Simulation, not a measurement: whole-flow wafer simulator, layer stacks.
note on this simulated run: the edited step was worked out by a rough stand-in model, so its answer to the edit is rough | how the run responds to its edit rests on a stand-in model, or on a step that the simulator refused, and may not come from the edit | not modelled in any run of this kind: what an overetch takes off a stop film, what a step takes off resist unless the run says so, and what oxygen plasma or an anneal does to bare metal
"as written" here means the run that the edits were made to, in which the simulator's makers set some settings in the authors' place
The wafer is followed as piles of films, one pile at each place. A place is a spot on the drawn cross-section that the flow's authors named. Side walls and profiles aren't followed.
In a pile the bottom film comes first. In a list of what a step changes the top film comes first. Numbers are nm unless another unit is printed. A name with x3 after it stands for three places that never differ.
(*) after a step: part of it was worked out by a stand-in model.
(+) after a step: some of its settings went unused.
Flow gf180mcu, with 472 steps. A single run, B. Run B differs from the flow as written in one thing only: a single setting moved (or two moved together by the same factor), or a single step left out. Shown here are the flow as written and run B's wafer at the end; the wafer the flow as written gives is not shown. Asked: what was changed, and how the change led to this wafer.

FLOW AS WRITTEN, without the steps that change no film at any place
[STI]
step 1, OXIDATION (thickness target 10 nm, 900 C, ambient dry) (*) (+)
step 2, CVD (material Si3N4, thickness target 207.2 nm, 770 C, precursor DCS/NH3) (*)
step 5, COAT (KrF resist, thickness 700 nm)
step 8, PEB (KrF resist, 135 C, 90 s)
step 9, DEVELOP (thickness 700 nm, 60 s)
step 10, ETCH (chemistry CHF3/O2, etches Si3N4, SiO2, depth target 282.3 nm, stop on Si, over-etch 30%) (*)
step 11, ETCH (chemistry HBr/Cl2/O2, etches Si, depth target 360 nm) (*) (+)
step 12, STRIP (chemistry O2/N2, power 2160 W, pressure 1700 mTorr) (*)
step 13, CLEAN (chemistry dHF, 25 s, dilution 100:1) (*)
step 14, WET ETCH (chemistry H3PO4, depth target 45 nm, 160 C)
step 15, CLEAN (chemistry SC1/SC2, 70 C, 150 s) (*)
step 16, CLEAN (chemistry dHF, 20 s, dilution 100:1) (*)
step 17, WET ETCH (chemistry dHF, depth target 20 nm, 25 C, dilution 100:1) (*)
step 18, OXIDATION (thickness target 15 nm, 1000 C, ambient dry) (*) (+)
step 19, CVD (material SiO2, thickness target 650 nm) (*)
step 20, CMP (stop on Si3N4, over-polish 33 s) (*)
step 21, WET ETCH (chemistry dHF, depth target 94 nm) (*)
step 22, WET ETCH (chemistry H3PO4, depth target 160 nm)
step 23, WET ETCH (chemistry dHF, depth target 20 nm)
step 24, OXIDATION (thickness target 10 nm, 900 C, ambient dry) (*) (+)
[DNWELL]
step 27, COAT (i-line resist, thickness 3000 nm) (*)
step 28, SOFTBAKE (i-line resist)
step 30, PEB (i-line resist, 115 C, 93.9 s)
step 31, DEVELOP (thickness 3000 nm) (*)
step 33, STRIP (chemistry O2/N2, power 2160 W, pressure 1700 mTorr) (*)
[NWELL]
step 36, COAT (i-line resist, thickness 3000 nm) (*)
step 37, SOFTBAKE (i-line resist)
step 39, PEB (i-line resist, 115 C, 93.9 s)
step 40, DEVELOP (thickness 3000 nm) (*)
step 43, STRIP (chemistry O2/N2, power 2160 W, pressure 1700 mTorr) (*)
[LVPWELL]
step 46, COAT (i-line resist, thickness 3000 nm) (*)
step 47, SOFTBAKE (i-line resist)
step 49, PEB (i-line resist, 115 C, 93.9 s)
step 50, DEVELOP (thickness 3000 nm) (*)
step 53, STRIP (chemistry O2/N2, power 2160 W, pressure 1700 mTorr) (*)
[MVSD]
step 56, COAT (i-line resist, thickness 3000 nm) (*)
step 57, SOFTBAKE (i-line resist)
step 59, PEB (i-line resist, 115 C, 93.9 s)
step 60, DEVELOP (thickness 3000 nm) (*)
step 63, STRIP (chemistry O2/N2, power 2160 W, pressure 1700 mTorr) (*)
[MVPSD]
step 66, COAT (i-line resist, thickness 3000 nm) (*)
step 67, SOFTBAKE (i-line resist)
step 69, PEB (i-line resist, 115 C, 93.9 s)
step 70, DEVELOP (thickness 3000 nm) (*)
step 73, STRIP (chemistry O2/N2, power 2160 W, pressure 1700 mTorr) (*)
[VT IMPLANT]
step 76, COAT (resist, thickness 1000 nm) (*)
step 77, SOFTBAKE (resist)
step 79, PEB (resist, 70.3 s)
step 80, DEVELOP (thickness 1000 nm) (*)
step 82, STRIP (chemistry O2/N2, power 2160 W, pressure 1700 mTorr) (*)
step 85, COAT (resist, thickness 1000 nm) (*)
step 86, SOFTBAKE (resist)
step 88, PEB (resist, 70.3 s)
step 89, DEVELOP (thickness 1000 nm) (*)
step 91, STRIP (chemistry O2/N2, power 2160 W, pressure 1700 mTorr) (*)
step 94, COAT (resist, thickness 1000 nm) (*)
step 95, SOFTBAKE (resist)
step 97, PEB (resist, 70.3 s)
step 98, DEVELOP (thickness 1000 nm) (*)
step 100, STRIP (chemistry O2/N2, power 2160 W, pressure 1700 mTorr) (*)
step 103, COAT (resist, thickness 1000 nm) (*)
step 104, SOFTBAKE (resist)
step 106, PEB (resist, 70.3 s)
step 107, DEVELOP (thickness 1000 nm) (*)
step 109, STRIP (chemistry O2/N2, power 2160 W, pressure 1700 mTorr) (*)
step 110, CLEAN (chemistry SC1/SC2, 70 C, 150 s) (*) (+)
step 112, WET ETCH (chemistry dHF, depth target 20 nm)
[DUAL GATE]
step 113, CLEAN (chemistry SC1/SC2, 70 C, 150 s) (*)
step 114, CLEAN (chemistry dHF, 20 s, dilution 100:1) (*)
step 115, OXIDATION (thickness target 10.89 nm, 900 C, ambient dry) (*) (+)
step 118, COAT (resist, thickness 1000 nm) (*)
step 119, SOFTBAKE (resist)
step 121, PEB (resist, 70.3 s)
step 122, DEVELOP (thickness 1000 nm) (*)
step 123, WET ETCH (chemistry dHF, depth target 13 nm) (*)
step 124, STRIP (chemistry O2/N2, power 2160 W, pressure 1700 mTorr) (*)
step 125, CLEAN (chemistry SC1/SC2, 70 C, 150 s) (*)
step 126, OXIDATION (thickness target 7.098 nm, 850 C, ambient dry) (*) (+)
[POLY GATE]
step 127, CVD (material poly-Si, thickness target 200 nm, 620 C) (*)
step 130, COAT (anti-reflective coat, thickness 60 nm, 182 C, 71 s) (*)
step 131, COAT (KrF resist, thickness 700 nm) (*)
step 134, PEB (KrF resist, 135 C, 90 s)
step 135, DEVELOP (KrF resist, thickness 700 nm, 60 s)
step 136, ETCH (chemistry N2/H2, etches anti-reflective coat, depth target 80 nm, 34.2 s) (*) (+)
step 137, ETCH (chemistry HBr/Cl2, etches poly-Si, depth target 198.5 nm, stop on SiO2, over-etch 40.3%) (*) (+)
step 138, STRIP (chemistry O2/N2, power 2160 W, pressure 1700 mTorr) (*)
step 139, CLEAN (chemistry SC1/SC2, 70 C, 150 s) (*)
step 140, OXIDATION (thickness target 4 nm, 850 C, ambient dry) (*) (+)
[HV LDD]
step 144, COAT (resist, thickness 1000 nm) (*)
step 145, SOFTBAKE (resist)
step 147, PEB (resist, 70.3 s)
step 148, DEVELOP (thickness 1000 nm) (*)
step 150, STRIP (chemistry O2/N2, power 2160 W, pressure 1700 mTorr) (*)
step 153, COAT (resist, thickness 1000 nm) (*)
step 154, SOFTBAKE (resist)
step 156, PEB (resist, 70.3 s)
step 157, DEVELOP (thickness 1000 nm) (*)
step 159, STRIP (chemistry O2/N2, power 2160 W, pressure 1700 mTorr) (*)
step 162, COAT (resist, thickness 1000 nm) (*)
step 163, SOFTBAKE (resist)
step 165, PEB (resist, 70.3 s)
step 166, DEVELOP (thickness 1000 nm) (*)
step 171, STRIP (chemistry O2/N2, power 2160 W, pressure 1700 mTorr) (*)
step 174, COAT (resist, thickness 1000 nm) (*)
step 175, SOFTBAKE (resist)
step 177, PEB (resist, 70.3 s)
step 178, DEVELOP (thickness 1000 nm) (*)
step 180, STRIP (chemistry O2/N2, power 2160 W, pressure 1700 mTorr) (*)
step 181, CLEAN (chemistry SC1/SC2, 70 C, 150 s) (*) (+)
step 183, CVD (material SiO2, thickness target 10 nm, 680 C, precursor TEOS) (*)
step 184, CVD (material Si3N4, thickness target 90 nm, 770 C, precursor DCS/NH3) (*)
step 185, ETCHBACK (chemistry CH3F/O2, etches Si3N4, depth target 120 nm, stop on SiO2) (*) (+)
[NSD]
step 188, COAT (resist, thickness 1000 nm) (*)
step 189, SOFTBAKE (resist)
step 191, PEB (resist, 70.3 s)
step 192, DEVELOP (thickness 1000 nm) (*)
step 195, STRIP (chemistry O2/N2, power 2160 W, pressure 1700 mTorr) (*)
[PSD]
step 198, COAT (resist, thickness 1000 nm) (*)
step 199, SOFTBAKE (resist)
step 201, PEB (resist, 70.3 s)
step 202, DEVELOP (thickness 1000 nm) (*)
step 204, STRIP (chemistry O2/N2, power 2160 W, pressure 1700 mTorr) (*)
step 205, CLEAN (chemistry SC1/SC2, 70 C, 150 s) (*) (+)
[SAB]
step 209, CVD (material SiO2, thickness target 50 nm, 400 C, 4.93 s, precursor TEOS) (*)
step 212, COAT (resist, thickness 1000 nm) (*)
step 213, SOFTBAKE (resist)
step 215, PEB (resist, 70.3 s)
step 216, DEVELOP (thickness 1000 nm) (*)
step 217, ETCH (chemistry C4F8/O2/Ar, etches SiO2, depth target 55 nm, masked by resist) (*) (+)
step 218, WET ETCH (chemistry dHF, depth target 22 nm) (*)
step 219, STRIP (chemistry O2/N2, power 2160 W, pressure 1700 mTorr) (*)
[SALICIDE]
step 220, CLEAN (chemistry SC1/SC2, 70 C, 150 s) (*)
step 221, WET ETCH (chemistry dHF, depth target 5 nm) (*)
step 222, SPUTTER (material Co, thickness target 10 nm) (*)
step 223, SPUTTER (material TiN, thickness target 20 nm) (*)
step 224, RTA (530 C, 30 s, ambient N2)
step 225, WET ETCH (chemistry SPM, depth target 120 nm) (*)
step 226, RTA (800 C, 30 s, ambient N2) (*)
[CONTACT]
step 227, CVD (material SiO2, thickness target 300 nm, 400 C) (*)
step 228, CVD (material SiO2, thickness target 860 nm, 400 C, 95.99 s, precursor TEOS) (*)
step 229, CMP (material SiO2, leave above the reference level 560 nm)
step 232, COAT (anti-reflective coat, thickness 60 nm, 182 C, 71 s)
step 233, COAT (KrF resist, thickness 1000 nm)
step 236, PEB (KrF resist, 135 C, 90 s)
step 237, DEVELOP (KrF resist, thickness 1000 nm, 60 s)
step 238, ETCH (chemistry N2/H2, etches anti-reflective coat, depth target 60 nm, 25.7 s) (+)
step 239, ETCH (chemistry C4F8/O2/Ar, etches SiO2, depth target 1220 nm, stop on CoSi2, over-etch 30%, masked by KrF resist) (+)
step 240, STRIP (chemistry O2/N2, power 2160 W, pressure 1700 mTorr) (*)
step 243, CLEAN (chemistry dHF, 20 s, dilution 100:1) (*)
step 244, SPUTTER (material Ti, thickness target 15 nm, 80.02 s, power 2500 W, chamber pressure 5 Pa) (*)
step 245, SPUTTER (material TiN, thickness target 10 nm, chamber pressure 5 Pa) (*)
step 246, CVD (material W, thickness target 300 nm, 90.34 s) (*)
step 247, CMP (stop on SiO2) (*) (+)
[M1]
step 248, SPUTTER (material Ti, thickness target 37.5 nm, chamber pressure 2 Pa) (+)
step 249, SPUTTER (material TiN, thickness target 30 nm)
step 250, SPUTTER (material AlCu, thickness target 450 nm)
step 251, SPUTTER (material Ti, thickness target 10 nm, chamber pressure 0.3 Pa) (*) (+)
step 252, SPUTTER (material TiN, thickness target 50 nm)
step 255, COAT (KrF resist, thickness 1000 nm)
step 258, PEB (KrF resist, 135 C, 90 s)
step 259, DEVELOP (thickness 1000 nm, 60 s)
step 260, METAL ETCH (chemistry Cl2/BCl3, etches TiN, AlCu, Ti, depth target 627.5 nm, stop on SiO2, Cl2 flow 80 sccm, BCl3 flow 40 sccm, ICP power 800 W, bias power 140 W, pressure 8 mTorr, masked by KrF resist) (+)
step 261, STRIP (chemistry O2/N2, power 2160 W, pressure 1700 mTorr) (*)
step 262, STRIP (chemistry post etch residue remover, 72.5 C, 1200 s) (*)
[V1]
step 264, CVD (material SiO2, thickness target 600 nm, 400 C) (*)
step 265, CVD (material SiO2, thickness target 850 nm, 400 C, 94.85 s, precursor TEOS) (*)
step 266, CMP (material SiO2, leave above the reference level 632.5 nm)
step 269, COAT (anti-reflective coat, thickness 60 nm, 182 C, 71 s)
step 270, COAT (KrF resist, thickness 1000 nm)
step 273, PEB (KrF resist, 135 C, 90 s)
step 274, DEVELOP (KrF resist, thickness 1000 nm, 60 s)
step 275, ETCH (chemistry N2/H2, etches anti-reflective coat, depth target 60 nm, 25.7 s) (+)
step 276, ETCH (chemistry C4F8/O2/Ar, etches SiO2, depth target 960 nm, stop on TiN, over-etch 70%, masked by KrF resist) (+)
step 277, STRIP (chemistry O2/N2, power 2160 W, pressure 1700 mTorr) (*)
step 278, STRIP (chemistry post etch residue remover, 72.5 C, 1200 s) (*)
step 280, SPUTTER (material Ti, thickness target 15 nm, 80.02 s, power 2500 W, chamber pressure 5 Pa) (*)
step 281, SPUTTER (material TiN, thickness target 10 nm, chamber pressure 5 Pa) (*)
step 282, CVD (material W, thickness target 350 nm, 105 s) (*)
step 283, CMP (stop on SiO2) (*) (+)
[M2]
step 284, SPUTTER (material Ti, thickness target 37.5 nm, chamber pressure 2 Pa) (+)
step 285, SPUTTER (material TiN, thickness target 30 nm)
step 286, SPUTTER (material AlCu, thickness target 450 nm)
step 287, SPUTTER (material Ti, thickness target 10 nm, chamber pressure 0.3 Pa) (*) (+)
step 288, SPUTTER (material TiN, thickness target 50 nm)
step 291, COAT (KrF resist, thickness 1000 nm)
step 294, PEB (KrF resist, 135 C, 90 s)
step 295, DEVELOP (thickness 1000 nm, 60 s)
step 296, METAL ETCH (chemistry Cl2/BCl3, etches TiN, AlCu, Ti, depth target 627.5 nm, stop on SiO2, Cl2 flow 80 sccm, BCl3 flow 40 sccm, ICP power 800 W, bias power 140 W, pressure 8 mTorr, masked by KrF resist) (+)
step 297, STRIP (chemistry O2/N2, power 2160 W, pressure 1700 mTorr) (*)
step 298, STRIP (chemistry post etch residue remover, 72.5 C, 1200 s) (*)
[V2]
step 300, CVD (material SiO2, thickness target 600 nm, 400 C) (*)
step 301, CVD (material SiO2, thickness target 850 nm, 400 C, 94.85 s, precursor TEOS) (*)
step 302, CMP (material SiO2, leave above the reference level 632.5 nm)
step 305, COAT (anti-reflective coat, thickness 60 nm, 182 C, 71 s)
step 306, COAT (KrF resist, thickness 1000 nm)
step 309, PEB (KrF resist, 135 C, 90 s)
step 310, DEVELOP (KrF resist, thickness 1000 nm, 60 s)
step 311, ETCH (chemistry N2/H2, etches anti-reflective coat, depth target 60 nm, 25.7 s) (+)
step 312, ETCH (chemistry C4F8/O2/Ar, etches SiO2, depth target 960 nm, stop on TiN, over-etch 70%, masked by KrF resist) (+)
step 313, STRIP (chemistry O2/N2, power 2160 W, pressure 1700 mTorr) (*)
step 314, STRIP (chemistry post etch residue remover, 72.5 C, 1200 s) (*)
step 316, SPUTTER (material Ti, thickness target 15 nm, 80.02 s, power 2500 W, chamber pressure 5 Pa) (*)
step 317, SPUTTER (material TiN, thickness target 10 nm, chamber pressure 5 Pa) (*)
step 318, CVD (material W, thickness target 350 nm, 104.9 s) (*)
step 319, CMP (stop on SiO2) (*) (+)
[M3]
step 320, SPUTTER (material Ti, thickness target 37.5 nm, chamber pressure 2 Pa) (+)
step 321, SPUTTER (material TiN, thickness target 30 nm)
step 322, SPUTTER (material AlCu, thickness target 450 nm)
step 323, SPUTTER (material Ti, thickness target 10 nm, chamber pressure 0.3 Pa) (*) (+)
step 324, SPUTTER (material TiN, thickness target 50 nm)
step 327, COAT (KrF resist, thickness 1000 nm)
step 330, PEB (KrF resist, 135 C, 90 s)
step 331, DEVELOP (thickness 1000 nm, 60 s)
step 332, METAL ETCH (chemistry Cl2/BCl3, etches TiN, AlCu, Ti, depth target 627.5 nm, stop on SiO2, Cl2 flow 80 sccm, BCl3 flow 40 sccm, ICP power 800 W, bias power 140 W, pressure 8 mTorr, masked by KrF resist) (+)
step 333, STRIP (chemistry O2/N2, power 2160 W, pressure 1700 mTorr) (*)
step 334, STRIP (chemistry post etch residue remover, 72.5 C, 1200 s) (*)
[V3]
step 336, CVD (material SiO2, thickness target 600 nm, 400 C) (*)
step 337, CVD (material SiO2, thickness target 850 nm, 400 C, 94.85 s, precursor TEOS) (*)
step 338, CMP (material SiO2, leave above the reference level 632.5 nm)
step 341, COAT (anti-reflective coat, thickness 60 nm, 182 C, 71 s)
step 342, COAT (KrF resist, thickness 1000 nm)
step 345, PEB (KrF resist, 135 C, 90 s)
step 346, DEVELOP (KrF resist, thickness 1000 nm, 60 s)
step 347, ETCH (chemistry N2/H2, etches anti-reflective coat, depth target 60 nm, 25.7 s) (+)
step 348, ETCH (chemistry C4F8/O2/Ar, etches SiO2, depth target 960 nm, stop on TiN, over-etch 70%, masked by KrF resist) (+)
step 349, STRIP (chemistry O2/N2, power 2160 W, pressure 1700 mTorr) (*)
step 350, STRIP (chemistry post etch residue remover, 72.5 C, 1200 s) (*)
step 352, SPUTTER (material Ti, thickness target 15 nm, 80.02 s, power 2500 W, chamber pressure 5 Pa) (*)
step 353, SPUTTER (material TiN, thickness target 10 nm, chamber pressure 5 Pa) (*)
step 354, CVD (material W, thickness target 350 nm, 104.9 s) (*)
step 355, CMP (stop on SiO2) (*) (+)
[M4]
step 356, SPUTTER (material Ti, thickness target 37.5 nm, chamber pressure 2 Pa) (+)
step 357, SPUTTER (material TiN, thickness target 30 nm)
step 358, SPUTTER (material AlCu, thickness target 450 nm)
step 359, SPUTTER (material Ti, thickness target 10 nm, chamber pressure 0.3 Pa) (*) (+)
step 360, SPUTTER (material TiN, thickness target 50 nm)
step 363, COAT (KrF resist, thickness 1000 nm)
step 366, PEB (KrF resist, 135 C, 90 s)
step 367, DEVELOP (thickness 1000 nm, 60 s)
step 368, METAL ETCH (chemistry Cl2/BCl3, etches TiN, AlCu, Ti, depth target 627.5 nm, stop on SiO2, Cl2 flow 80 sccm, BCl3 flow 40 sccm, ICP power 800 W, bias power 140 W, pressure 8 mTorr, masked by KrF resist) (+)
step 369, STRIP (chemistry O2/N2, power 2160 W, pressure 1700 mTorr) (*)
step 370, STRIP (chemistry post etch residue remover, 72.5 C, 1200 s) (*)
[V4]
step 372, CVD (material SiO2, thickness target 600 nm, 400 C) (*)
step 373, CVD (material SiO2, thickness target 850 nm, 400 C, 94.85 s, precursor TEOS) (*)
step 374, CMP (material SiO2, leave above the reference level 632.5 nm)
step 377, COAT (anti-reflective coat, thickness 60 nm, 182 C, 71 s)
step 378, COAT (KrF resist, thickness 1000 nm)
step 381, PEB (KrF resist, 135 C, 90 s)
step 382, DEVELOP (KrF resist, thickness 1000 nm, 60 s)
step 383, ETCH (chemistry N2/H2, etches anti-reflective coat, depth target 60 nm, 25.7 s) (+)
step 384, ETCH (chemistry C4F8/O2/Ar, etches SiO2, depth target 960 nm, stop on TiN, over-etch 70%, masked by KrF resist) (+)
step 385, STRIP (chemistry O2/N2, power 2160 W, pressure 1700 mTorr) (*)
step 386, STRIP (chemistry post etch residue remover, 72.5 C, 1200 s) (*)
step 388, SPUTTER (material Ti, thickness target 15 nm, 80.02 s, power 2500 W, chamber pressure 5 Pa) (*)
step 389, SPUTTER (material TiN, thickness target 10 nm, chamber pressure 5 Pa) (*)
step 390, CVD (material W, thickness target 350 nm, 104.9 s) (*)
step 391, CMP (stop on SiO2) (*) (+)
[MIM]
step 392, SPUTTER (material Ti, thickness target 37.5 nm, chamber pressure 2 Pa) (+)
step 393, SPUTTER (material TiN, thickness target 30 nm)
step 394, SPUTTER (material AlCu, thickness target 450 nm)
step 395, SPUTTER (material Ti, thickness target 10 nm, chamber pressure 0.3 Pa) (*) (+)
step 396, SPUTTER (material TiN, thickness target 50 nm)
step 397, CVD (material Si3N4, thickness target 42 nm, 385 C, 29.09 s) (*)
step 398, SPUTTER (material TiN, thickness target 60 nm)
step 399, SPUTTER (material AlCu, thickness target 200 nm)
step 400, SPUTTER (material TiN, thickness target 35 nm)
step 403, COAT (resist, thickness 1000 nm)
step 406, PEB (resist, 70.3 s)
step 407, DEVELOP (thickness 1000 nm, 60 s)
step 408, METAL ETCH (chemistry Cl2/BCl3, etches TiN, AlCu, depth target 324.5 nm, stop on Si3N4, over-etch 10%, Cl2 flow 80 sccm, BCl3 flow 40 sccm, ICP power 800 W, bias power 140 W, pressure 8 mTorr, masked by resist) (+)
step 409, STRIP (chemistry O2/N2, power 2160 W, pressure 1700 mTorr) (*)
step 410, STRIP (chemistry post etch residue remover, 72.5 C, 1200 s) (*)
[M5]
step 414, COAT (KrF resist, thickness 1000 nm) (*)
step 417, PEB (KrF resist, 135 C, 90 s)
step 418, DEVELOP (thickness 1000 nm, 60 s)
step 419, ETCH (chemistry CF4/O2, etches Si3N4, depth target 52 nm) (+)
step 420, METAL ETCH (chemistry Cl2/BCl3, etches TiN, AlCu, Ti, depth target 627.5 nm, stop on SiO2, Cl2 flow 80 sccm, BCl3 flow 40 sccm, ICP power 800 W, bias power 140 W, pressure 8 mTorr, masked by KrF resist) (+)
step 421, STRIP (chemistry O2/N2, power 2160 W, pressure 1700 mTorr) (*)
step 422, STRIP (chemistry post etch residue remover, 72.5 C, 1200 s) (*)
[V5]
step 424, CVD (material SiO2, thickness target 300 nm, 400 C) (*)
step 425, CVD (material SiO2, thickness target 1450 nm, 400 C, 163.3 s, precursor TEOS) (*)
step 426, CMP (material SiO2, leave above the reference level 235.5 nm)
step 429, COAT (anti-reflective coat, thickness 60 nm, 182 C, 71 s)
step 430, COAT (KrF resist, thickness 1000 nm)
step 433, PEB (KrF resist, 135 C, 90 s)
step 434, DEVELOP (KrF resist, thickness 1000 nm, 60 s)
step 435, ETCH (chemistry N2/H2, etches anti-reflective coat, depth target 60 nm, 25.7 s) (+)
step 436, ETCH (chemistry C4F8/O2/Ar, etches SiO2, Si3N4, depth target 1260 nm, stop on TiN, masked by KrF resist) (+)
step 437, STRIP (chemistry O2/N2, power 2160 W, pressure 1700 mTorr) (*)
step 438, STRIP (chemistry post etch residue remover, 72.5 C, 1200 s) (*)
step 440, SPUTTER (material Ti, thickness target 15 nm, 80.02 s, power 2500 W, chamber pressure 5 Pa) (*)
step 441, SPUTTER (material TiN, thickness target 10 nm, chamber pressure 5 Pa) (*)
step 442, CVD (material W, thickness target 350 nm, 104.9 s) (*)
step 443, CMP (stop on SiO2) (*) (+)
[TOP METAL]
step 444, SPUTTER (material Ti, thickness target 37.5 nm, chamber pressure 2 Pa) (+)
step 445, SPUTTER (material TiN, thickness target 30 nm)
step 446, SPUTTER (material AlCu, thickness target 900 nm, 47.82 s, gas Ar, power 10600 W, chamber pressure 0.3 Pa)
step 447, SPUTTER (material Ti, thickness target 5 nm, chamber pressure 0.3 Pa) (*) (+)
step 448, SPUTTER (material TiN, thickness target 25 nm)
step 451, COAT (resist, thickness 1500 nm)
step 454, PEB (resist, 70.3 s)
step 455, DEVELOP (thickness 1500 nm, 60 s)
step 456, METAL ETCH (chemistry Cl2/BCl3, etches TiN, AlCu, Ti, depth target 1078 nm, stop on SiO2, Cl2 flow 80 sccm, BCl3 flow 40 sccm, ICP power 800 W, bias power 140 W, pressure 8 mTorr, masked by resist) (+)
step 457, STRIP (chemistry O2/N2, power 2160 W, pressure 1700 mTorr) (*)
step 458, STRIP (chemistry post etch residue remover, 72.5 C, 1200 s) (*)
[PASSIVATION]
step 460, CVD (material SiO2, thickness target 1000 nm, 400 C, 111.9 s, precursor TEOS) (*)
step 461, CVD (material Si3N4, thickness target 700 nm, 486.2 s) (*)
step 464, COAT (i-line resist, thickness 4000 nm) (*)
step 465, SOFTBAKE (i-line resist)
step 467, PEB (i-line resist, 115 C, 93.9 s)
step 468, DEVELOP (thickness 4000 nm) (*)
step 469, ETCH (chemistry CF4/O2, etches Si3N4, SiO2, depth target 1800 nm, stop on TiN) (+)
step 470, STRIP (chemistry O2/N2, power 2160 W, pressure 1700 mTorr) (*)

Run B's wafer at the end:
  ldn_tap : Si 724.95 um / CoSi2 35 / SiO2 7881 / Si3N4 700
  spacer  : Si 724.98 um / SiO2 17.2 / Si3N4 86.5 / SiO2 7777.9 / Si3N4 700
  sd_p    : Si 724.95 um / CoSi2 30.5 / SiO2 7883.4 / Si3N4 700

Cause: step 209, CVD: thickness target 76.2 nm was run, whereas the flow has thickness target 50 nm; step 209, CVD: 7.518 s was run, where the flow has 4.93 s.

How this came from the change, step by step:
  step 209, CVD (material SiO2, thickness target 50 nm, 400 C, 4.93 s, precursor TEOS) (*)
      field, field__w7, field__w8 and 73 more: SiO2 gains 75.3 (in the flow as written it would be: SiO2 gains 50)
      field_sub, field_sub__w2, ld_drn_n, ld_sd_p: SiO2 gains 73.5 (in the flow as written it would be: SiO2 gains 48.8)
      (and at 29 other places as well)
  step 217, ETCH (chemistry C4F8/O2/Ar, etches SiO2, depth target 55 nm, masked by resist) (*) (+)
      spacer: SiO2 loses 55 (in the flow as written it would be: SiO2 loses 50 (all of it), Si3N4 loses 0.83)
  step 218, WET ETCH (chemistry dHF, depth target 22 nm) (*)
      ldn_tap, ldn_src, ldn_drn, ldp_tap, ldp_src, ldp_drn, ldp_gr: SiO2 loses 38.9 (in the flow as written it would be: SiO2 loses 16 (all of it))
      ld_drn_n, ld_sd_p: SiO2 loses 37.5 (in the flow as written it would be: SiO2 loses 14.8 (all of it))
      (and at 91 other places as well)
  step 219, STRIP (chemistry O2/N2, power 2160 W, pressure 1700 mTorr) (*)
      active_hv, active_nat, ld_sd_n and 11 more: nothing (in the flow as written it would be: chemical SiO2 gains 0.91 (new film), Si loses 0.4)
  step 221, WET ETCH (chemistry dHF, depth target 5 nm) (*)
      ldn_tap, ldp_tap, ldp_src, ldp_drn, ldp_gr: SiO2 loses 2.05 (all of it) (in the flow as written it would be: chemical SiO2 loses 0.76 (all of it))
      ldn_src, ldn_drn: SiO2 loses 2.04 (all of it) (in the flow as written it would be: chemical SiO2 loses 0.76 (all of it))
      (and at 7 other places as well)
  step 223, SPUTTER (material TiN, thickness target 20 nm) (*)
      field__w12: TiN gains 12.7 (new film) (in the flow as written it would be: TiN gains 12 (new film))
      sd_p: TiN gains 17.1 (new film) (in the flow as written it would be: TiN gains 17.9 (new film))
      (and at 1 other place as well)
  step 224, RTA (530 C, 30 s, ambient N2)
      sd_p: under 1 film: CoSi gains 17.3 (new film), Co loses 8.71 (all of it), Si loses 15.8 (in the flow as written it would be: under 1 film: CoSi gains 18.1 (new film), Co loses 9.09 (all of it), Si loses 16.5)
  step 225, WET ETCH (chemistry SPM, depth target 120 nm) (*)
      field__w12: TiN loses 12.7 (all of it), Co loses 6.45 (all of it) (in the flow as written it would be: TiN loses 12 (all of it), Co loses 6.15 (all of it))
      sd_p: TiN loses 17.1 (all of it) (in the flow as written it would be: TiN loses 17.9 (all of it))
      (and at 1 other place as well)
  step 226, RTA (800 C, 30 s, ambient N2) (*)
      sd_p: CoSi2 gains 30.5 (new film), CoSi loses 17.3 (all of it), Si loses 15.8 (in the flow as written it would be: CoSi2 gains 31.8 (new film), CoSi loses 18.1 (all of it), Si loses 16.5)
  step 229, CMP (material SiO2, leave above the reference level 560 nm)
      ldn_sep__w1, ldn_sep__w2, ldn_dft and 8 more: SiO2 loses 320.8 (in the flow as written it would be: SiO2 loses 311)
      sti, mim_1p0, pad, dice_street, iso_nw_fld, iso_fld_sub: SiO2 loses 306.6 (in the flow as written it would be: SiO2 loses 296.8)
      (and at 44 other places as well)
